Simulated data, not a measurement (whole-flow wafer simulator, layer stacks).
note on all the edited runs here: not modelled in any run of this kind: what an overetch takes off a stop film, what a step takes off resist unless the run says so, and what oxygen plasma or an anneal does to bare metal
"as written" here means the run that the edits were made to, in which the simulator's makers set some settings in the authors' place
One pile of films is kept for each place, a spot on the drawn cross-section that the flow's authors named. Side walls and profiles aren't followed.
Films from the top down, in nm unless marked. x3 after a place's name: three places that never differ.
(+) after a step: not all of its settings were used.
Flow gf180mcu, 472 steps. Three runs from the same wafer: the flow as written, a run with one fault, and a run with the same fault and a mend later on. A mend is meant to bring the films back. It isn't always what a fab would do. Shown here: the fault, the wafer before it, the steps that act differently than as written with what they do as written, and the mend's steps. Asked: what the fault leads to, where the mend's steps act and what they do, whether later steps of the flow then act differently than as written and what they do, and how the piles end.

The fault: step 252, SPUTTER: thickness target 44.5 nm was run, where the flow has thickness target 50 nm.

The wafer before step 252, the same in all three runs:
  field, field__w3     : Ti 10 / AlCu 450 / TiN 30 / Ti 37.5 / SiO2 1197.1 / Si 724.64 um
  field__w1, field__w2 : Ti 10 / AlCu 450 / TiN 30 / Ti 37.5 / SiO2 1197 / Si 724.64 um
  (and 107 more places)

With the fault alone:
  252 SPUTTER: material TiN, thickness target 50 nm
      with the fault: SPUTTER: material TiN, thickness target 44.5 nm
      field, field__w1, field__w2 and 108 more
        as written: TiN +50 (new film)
        with the fault: TiN +44.5 (new film)
  Later steps of the flow that act differently than as written (5 more steps differ only slightly, by at most 2% or 0.5 nm, whichever is larger, and aren't shown):
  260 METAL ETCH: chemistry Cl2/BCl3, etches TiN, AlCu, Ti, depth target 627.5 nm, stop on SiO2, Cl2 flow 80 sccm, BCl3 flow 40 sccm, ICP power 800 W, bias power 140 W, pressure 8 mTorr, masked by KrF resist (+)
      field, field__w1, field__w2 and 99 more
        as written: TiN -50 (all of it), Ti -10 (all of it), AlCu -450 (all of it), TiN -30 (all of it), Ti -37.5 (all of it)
        with the fault: TiN -44.5 (all of it), Ti -10 (all of it), AlCu -450 (all of it), TiN -30 (all of it), Ti -37.5 (all of it)
  At the end the piles differ from the flow's by more than 2% or 0.5 nm, whichever is larger, at field__w8, contact, m1 and 6 more.
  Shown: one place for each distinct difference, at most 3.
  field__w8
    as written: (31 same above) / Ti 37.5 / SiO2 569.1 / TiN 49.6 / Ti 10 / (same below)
    with the fault: (31 same above) / Ti 37.5 / SiO2 574.6 / TiN 44.1 / Ti 10 / (same below)
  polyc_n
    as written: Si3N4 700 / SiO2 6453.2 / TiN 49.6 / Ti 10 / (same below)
    with the fault: Si3N4 700 / SiO2 6458.7 / TiN 44.1 / Ti 10 / (same below)
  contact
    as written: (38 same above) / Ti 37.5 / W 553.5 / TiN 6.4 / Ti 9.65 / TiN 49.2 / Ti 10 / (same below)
    with the fault: (38 same above) / Ti 37.5 / W 559.1 / TiN 6.38 / Ti 9.62 / TiN 43.7 / Ti 10 / (same below)

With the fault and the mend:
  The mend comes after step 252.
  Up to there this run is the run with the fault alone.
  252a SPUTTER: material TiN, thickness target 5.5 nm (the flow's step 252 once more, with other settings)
      field, field__w1, field__w2 and 108 more
        TiN +5.5
  No later step of the flow acts differently than as written at any place that is followed.
  At the end the piles are the same as the flow's at every place that both follow.
